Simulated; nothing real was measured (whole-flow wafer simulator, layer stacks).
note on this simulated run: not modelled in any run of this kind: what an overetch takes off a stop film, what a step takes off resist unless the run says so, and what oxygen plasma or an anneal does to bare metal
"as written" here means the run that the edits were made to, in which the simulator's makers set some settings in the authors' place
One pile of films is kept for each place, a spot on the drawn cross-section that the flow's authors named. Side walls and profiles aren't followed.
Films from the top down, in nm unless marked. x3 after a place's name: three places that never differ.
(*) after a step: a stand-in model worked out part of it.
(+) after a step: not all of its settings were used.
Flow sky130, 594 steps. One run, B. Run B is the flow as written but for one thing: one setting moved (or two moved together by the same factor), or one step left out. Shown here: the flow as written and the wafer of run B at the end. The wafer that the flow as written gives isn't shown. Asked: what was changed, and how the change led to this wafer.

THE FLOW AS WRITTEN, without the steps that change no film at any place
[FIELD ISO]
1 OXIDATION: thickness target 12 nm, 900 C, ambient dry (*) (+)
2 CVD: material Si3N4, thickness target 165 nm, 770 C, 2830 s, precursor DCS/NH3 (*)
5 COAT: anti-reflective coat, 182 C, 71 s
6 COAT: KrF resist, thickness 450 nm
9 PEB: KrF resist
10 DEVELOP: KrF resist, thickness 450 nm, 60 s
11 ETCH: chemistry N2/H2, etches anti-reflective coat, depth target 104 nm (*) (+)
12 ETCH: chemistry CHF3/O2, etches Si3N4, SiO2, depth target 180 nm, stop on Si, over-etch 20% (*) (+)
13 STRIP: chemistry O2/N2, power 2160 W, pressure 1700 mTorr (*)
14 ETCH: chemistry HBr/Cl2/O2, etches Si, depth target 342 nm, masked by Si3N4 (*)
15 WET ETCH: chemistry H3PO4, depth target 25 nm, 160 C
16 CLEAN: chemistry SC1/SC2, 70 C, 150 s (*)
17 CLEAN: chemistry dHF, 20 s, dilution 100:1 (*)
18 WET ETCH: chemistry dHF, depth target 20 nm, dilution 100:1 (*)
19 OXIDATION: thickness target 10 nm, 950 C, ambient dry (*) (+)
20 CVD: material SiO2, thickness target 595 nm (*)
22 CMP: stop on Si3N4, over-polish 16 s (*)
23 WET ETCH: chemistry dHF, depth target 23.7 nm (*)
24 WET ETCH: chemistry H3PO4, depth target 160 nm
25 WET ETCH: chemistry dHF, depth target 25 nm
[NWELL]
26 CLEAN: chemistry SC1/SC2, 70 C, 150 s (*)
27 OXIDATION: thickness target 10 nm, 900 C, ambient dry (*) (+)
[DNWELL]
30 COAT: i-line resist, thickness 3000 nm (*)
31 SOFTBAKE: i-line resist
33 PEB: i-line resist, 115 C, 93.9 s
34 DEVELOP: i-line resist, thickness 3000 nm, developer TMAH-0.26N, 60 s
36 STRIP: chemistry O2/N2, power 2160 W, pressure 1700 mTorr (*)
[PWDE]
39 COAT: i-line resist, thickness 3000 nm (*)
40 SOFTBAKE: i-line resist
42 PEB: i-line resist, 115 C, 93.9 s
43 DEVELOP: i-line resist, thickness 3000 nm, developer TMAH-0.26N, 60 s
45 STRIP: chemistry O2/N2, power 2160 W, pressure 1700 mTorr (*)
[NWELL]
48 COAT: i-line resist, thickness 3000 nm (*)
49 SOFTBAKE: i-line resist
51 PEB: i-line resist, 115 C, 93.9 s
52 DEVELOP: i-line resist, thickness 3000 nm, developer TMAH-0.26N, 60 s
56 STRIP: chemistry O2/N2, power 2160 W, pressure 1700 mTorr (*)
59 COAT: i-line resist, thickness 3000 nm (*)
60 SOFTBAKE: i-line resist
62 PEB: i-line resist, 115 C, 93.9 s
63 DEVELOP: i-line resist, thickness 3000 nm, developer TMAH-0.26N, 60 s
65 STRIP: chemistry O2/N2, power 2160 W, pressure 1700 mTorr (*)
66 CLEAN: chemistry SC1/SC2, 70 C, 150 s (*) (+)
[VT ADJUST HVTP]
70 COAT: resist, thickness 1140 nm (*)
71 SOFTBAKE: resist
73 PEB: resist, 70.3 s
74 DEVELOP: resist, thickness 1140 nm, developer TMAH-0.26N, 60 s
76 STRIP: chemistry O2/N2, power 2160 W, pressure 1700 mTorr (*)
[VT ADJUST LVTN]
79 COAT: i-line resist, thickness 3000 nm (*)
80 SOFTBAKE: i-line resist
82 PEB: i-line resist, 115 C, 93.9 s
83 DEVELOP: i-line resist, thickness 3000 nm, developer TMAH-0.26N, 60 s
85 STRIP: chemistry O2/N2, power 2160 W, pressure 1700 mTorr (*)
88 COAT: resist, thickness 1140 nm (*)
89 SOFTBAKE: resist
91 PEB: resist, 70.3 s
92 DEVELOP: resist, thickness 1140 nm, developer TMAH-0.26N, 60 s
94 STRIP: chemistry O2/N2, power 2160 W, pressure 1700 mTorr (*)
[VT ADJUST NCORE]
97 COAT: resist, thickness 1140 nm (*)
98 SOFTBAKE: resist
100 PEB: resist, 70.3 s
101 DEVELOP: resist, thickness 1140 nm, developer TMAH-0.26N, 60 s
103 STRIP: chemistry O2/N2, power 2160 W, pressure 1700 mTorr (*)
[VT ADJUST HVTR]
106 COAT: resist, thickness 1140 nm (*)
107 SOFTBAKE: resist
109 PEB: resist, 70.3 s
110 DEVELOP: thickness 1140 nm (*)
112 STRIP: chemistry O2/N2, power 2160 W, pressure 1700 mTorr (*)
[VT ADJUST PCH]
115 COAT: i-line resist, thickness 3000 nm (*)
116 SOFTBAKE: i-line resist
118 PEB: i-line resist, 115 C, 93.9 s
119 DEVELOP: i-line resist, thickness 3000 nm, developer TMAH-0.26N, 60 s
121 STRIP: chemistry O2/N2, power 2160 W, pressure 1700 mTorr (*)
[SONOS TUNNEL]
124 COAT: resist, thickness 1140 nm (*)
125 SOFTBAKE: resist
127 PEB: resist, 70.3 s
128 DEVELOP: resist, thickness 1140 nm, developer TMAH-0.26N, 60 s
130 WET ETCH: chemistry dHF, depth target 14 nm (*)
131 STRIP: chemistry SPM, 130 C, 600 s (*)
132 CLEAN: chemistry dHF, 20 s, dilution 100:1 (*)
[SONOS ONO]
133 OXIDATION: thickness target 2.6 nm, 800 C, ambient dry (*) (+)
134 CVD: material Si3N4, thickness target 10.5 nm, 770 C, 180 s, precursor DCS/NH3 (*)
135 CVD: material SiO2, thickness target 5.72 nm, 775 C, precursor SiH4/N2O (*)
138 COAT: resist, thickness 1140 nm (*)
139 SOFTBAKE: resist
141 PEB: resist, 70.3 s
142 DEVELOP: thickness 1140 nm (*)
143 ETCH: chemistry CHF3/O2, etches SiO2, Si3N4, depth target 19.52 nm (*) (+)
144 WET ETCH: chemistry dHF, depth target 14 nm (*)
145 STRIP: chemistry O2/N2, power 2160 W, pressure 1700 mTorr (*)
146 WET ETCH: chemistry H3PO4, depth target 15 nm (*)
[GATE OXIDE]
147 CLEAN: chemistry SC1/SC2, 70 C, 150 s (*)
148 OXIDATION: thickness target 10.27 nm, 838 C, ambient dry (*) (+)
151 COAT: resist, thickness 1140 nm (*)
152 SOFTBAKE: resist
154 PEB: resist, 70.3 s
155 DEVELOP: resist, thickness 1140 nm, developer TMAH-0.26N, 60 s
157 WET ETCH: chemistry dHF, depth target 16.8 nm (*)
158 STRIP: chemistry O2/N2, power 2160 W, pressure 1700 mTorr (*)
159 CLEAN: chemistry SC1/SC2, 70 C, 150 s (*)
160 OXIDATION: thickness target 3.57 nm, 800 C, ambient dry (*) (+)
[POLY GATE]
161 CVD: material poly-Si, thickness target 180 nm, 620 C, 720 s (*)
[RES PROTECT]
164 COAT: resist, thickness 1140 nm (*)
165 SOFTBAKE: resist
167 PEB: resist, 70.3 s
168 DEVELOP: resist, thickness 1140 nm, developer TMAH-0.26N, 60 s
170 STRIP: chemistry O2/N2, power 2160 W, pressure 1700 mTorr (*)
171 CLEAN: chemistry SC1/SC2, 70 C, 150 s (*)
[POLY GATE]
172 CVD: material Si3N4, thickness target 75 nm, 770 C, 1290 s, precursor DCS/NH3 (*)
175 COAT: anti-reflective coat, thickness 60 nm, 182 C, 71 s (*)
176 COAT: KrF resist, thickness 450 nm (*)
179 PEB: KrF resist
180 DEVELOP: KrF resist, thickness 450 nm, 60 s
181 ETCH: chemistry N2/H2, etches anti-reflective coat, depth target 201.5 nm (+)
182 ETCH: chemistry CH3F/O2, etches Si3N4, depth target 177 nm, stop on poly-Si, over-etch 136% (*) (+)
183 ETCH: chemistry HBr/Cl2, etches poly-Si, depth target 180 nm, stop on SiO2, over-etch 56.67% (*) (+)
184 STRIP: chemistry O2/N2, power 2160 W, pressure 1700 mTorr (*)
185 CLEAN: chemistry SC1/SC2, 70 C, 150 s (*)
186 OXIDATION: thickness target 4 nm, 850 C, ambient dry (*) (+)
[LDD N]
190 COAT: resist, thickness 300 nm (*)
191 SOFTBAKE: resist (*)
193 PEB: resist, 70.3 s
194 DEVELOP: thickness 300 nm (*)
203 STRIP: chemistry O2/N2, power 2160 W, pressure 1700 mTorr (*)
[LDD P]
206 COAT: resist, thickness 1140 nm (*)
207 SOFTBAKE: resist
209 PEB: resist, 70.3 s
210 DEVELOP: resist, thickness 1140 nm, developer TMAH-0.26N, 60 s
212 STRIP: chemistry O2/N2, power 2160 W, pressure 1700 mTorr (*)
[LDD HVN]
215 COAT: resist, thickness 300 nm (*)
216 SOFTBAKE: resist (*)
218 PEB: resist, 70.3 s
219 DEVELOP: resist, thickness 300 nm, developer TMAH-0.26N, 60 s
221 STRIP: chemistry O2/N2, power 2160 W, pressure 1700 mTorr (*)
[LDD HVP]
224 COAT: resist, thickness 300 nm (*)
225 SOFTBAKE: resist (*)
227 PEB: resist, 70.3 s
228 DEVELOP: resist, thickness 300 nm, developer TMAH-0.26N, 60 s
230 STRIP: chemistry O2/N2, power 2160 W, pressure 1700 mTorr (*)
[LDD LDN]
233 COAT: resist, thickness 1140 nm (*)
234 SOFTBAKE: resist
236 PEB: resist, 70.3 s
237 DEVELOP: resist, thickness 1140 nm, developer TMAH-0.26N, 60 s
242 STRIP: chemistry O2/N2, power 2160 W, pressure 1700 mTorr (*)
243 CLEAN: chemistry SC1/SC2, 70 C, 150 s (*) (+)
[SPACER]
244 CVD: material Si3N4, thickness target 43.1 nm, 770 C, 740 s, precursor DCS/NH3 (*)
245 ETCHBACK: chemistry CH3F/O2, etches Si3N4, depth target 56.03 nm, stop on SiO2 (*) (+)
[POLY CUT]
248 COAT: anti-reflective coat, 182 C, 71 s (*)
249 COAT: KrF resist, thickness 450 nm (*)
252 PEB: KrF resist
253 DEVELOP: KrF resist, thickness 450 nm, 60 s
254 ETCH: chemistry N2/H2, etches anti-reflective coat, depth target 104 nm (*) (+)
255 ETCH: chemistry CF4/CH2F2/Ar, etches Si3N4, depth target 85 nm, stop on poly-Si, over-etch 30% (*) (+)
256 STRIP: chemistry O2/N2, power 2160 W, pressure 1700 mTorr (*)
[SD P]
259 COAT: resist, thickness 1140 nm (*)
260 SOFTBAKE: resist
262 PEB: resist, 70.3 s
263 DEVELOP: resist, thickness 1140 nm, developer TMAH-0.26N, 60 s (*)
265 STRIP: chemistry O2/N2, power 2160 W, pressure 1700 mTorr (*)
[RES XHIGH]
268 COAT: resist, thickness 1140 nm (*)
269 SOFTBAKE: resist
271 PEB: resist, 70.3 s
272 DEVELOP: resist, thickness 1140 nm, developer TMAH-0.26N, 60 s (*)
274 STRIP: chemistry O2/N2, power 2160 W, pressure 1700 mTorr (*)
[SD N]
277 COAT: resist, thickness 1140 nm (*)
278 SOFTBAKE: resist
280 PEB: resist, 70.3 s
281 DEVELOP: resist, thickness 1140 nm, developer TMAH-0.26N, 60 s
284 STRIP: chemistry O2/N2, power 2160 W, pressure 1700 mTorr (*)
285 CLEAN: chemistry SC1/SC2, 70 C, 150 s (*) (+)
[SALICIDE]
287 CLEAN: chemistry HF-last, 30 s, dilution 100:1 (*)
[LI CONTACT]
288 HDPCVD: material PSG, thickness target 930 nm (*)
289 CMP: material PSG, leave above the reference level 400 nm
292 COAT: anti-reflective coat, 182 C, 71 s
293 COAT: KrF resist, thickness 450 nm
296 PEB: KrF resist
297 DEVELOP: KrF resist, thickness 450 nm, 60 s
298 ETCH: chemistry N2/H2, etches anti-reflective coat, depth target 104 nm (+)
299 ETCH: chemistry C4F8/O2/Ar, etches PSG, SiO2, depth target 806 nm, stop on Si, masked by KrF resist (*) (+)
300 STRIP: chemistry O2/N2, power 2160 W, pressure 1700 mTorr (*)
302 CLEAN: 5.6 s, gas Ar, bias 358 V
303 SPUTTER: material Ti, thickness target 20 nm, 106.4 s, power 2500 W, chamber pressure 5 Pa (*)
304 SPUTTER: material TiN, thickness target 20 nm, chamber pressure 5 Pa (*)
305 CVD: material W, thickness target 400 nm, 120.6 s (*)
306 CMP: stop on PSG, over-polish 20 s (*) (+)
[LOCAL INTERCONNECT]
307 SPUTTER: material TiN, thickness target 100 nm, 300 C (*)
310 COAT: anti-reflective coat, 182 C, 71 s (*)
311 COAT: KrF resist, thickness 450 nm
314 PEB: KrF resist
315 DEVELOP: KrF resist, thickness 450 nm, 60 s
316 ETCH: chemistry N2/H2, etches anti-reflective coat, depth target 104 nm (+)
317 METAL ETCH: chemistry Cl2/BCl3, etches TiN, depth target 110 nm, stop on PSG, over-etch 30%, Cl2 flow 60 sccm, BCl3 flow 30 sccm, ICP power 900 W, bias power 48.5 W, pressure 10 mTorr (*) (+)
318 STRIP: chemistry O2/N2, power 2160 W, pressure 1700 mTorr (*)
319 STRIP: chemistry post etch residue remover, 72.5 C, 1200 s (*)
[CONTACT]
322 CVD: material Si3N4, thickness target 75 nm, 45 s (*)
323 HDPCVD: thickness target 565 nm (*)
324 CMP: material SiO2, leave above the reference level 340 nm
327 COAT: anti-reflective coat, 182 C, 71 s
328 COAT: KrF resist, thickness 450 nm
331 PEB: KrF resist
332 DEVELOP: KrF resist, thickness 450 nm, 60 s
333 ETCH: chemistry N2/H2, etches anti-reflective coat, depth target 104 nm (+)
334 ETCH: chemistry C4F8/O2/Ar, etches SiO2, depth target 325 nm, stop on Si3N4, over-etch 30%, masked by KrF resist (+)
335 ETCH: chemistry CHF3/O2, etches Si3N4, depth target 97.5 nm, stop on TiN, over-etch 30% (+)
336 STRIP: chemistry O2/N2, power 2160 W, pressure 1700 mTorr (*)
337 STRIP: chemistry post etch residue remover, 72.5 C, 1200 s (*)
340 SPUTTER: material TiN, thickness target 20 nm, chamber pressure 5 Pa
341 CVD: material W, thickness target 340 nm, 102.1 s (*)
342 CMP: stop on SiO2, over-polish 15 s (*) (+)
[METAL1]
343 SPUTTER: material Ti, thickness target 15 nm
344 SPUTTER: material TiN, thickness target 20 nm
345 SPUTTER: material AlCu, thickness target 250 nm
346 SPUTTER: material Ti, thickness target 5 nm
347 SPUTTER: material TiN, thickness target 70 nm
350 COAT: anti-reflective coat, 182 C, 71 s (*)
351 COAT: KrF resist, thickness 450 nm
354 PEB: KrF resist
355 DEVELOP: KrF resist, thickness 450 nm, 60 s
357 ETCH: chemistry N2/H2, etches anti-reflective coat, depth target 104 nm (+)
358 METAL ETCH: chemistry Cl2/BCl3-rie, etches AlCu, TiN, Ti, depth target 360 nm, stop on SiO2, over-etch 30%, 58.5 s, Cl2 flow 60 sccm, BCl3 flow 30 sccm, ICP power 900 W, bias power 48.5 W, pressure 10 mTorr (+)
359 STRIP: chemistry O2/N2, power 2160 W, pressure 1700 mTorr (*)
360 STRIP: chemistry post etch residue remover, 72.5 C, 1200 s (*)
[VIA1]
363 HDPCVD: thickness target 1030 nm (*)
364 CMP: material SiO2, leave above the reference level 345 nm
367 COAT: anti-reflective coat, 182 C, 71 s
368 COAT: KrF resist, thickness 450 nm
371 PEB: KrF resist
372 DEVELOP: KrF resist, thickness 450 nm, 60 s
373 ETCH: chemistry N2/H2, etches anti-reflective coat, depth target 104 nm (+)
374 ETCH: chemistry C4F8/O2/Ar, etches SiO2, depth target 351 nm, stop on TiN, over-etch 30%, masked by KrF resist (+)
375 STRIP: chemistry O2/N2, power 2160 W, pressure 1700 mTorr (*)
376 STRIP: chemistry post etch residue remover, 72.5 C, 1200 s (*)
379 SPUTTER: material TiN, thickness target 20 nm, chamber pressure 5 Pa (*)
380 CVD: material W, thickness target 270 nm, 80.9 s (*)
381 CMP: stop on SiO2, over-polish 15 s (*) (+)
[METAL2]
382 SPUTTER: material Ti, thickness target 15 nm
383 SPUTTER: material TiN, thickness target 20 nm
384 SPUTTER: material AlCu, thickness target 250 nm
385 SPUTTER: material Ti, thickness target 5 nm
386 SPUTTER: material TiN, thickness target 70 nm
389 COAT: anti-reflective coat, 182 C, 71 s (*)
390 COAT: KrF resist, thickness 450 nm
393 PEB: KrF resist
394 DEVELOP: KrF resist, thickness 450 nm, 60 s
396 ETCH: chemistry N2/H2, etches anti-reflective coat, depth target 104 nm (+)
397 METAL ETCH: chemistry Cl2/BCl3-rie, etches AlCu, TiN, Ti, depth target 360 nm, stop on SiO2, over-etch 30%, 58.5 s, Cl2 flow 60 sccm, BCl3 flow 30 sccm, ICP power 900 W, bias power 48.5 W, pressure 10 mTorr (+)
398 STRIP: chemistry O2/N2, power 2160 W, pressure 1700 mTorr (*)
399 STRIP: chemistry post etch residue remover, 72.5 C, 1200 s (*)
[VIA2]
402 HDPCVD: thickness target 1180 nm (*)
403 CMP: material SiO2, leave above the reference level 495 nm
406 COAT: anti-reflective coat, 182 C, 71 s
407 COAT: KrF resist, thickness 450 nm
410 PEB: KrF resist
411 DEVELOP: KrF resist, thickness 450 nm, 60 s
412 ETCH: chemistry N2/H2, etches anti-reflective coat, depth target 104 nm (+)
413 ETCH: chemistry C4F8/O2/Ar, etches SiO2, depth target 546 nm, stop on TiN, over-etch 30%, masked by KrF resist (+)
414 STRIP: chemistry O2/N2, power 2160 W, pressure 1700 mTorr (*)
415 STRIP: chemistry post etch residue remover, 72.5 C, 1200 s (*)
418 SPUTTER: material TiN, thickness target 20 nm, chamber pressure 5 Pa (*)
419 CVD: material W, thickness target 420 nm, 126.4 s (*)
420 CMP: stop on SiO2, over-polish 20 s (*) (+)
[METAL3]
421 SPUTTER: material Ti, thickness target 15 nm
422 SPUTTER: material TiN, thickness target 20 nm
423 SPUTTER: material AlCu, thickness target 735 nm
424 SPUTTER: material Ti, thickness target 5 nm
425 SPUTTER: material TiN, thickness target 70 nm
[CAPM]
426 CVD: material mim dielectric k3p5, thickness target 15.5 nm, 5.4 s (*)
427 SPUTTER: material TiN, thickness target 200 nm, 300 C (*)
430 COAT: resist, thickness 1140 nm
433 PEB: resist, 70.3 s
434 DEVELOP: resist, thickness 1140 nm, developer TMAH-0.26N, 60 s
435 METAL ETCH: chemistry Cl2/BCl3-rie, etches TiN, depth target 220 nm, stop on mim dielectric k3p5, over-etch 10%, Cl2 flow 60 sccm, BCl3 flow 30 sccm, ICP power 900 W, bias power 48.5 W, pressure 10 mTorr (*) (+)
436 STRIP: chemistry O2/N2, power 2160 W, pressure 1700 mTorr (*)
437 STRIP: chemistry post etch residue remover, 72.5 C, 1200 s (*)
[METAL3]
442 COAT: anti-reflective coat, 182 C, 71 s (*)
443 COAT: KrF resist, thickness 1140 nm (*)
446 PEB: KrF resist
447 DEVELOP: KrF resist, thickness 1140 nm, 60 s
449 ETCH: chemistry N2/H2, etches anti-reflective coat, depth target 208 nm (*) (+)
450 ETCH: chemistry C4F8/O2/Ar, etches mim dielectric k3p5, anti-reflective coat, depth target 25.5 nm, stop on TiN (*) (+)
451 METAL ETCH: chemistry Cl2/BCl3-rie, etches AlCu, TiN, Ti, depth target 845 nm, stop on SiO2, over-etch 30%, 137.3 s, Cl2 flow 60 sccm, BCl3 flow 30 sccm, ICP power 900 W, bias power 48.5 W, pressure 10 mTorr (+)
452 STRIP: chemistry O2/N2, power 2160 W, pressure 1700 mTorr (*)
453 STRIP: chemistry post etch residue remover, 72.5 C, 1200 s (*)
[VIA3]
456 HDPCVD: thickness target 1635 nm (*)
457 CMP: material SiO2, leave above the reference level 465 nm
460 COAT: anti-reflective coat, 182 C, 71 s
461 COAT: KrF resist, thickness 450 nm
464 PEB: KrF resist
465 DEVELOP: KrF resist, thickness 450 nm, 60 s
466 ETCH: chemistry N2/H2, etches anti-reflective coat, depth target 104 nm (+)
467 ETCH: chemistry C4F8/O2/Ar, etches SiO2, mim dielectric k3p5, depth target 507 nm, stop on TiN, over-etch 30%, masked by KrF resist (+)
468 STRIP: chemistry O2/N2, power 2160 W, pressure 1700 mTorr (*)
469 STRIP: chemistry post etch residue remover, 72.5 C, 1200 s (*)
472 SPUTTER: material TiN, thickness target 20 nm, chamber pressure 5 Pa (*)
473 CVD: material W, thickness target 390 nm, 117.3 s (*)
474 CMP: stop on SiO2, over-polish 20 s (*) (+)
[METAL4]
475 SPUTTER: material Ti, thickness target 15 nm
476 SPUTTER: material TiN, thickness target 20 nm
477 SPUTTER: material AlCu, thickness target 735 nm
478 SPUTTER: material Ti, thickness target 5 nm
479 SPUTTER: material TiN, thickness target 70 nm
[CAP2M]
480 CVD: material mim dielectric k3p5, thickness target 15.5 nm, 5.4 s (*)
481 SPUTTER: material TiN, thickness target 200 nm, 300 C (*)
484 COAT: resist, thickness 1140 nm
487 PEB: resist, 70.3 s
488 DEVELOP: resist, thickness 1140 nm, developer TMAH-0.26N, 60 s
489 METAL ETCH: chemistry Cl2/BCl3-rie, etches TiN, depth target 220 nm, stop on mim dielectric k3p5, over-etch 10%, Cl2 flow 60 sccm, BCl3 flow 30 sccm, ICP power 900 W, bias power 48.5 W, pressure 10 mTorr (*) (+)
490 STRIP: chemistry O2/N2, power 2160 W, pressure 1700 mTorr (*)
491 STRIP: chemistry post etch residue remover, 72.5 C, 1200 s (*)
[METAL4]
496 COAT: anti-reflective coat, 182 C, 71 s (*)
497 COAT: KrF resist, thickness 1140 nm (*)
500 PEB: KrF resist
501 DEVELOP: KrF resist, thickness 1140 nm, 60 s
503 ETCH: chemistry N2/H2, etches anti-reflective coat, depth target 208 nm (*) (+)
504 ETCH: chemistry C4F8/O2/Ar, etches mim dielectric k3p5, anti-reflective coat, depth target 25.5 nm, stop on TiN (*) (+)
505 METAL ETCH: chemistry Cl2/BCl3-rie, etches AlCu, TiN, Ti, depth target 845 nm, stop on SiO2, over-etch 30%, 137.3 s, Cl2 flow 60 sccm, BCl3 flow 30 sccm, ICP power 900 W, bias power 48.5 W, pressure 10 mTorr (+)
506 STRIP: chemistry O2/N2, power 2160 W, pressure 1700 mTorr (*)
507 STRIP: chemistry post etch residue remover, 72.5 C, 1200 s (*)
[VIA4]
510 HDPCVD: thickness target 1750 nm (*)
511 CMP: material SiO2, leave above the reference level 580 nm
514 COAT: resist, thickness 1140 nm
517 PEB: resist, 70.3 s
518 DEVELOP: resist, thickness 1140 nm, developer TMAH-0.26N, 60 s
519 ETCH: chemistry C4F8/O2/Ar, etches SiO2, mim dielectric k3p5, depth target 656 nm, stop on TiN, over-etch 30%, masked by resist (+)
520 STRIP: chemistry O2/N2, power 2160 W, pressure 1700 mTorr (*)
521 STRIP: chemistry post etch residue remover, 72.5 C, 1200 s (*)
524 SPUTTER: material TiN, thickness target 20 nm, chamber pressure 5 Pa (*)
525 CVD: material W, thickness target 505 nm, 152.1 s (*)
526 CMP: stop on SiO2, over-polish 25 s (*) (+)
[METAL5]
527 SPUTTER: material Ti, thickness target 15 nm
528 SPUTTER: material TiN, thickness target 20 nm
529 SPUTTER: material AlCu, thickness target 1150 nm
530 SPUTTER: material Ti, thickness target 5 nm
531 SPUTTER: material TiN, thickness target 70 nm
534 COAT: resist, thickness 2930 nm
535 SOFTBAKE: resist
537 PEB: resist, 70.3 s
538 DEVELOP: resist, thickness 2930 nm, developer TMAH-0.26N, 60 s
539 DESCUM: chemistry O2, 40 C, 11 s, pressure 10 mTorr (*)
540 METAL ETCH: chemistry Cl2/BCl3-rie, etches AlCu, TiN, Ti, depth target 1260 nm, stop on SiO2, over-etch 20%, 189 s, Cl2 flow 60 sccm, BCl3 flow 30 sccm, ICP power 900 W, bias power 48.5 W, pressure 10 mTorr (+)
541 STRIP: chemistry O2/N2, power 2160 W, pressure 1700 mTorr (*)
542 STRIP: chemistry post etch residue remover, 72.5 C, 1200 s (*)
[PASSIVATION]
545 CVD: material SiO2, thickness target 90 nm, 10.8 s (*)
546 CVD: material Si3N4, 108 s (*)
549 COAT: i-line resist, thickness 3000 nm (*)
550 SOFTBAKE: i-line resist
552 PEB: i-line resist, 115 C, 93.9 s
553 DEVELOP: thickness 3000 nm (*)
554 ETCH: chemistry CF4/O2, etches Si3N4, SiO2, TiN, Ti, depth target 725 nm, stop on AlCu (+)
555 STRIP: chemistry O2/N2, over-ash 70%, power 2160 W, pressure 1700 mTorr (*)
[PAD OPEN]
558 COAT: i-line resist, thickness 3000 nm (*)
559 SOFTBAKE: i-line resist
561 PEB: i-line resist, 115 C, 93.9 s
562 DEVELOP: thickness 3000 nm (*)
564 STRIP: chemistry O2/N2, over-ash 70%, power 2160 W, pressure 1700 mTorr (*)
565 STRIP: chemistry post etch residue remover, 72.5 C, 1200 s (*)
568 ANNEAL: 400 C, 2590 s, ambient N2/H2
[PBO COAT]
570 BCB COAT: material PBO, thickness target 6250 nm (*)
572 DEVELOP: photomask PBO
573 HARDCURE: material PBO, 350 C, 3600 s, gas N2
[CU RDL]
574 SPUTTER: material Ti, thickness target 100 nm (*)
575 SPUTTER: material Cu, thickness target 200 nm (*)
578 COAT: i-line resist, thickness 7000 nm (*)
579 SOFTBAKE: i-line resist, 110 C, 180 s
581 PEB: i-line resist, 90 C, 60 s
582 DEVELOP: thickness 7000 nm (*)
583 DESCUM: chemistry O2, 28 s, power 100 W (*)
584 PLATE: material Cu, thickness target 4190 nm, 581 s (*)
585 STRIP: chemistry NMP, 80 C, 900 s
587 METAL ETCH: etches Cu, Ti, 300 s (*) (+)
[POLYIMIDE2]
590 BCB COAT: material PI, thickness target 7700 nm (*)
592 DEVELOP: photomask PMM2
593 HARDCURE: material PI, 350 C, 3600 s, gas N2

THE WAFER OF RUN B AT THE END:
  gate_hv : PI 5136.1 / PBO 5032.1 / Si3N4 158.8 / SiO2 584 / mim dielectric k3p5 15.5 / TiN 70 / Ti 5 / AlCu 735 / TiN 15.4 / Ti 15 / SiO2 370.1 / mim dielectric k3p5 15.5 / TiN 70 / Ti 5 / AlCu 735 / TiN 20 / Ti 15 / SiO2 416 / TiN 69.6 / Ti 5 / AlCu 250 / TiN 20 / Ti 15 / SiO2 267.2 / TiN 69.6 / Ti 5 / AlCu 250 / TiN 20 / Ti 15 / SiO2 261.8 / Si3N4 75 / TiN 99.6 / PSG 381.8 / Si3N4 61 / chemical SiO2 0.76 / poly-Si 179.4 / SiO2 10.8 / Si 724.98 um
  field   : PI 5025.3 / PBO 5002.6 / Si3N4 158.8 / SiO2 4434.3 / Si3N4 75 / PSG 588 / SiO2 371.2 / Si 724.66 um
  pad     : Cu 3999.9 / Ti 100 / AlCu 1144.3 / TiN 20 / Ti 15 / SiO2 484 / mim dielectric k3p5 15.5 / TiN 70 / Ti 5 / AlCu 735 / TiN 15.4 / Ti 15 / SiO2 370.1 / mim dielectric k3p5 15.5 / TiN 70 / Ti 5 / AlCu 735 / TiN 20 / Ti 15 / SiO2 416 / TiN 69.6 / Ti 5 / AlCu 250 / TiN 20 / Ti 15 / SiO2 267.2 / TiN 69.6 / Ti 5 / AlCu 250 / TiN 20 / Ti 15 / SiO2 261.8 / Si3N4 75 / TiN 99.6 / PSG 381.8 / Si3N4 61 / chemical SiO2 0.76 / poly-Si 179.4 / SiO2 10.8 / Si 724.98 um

The cause: step 476, SPUTTER: thickness target 15.4 nm was run, where the flow has thickness target 20 nm.
It can be read off the wafer: gate_hv has TiN 15.4, and step 476 as written asks for 20 nm.

How the change led to this, step by step:
  476 SPUTTER: material TiN, thickness target 20 nm
      field, active, n_well and 189 more: TiN +15.4 (new film) (as written it would be: TiN +20 (new film))
  505 METAL ETCH: chemistry Cl2/BCl3-rie, etches AlCu, TiN, Ti, depth target 845 nm, stop on SiO2, over-etch 30%, 137.3 s, Cl2 flow 60 sccm, BCl3 flow 30 sccm, ICP power 900 W, bias power 48.5 W, pressure 10 mTorr (+)
      field, gate, spacer and 68 more: TiN -70 (all of it), Ti -5 (all of it), AlCu -735 (all of it), TiN -15.4 (all of it), Ti -15 (all of it), SiO2 -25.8 (as written it would be: TiN -70 (all of it), Ti -5 (all of it), AlCu -735 (all of it), TiN -20 (all of it), Ti -15 (all of it), SiO2 -25.4)
      active, vpp_iso1, mim_edge_plate and 14 more: TiN -70 (all of it), Ti -5 (all of it), AlCu -735 (all of it), TiN -15.4 (all of it), Ti -15 (all of it), SiO2 -25.8 (as written it would be: TiN -70 (all of it), Ti -5 (all of it), AlCu -735 (all of it), TiN -20 (all of it), Ti -15 (all of it), SiO2 -25.3)
